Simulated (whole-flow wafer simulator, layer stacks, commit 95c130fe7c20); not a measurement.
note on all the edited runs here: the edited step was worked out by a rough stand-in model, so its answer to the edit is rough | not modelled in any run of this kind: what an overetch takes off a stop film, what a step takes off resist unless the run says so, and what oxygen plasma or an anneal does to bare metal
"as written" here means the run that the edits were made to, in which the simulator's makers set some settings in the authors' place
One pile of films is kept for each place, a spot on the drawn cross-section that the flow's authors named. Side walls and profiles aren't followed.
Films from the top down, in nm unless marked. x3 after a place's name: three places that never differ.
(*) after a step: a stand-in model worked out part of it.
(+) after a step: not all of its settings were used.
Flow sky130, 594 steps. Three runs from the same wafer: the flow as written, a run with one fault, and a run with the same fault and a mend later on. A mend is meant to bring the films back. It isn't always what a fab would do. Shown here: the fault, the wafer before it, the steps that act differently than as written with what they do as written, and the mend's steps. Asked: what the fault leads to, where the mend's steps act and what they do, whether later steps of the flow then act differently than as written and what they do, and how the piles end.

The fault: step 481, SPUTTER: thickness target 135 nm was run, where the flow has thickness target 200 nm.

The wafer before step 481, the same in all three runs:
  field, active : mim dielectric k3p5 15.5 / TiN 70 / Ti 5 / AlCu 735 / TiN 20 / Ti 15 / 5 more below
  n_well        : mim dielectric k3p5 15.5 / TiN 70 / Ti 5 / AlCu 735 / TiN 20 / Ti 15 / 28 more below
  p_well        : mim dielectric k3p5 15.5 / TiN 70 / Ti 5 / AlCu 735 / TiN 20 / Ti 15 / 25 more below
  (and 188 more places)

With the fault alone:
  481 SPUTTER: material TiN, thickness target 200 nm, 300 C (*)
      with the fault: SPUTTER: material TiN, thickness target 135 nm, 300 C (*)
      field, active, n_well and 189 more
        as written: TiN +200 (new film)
        with the fault: TiN +135 (new film)
  Later steps of the flow that act differently than as written (4 more steps differ only slightly, by at most 2% or 0.5 nm, whichever is larger, and aren't shown):
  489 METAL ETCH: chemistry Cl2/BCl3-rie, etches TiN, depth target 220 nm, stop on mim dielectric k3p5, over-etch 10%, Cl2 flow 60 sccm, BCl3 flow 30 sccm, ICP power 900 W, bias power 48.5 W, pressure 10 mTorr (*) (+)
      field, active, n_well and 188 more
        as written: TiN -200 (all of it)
        with the fault: TiN -135 (all of it)
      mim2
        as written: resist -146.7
        with the fault: resist -99
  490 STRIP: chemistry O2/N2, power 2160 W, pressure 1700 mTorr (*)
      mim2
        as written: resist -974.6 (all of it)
        with the fault: resist -1022.3 (all of it)
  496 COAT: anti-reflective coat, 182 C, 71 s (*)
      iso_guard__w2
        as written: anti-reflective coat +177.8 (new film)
        with the fault: anti-reflective coat +135.3 (new film)
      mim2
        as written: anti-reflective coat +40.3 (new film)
        with the fault: anti-reflective coat +29.6 (new film)
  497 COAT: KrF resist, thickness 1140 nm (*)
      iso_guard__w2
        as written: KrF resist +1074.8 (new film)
        with the fault: KrF resist +1103.4 (new film)
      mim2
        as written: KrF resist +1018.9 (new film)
        with the fault: KrF resist +1077.4 (new film)
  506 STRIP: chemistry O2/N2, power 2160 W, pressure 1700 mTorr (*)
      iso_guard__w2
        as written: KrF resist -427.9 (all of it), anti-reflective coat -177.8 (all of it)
        with the fault: KrF resist -456.3 (all of it), anti-reflective coat -135.3 (all of it)
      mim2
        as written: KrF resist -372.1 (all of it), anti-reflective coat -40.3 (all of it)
        with the fault: KrF resist -430.4 (all of it), anti-reflective coat -29.6 (all of it)
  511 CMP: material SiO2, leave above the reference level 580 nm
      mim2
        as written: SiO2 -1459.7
        with the fault: SiO2 -1394.7
  At the end the piles differ from the flow's by more than 2% or 0.5 nm, whichever is larger, at mim2.
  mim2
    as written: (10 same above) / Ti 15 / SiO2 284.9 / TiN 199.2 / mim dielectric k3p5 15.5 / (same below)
    with the fault: (10 same above) / Ti 15 / SiO2 349.9 / TiN 134.2 / mim dielectric k3p5 15.5 / (same below)

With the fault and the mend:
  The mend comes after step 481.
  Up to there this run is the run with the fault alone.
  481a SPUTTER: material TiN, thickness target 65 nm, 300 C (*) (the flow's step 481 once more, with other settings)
      field, active, n_well and 189 more
        TiN +65
  No later step of the flow acts differently than as written at any place that is followed.
  At the end the piles are the same as the flow's at every place that both follow.
